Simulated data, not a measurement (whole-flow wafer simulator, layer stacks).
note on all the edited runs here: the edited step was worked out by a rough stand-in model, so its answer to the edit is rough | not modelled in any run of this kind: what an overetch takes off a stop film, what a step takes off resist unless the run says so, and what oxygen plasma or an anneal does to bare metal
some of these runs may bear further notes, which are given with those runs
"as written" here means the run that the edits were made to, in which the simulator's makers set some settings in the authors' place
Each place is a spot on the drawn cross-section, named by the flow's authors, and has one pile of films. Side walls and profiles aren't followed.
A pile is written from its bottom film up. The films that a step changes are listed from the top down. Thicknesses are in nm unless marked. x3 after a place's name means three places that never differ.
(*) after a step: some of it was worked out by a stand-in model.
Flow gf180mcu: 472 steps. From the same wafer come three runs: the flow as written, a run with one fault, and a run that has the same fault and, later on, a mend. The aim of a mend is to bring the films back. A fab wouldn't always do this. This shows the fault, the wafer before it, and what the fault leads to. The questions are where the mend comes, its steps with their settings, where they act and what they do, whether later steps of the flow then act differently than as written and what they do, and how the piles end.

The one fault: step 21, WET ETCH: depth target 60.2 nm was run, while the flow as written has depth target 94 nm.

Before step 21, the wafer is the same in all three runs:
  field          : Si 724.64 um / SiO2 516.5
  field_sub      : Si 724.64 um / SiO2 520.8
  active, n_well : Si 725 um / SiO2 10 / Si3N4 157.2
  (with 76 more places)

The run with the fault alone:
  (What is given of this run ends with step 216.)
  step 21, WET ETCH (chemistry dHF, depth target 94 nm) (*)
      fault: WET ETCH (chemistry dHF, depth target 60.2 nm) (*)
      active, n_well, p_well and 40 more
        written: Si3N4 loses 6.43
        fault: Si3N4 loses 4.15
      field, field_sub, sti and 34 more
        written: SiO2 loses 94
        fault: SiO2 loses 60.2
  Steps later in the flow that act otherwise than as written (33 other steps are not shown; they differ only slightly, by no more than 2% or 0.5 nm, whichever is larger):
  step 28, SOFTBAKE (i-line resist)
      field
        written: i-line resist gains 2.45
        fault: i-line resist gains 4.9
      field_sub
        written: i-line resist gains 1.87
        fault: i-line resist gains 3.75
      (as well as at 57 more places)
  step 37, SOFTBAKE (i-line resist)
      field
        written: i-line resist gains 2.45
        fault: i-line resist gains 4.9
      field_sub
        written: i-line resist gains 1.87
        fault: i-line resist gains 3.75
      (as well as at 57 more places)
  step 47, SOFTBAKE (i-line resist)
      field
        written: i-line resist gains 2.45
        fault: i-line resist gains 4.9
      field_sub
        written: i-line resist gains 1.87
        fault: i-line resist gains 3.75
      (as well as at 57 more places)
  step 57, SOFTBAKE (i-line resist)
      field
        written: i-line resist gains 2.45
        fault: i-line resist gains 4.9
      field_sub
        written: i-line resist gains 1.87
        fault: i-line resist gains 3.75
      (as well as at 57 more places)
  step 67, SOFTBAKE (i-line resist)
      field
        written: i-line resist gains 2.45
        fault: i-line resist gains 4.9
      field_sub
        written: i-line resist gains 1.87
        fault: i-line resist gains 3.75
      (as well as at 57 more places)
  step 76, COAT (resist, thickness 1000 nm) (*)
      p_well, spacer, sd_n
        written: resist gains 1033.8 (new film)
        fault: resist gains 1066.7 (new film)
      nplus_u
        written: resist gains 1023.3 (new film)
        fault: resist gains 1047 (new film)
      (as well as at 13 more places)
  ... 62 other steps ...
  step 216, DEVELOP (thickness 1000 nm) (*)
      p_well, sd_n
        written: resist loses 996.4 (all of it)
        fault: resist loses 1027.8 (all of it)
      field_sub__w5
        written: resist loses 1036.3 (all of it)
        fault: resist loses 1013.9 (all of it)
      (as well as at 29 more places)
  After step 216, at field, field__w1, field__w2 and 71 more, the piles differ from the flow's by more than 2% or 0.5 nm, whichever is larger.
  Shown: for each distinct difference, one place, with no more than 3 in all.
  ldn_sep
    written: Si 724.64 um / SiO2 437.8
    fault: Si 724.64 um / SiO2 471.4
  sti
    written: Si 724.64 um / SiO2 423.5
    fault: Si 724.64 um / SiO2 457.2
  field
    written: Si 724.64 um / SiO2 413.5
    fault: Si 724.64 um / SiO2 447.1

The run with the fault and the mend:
  The mend stands after step 21.
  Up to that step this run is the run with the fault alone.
  step 21a, WET ETCH (chemistry dHF, depth target 33.8 nm) (a further turn of the flow's step 21, with different settings)
      field, field_sub, sti and 34 more
        SiO2 loses 33.8
  None of the later steps of the flow differs from how it acts as written, at any place that is followed, by more than 2% or 0.5 nm, whichever is larger.
  By the end, the piles equal the flow's at every place that both follow.
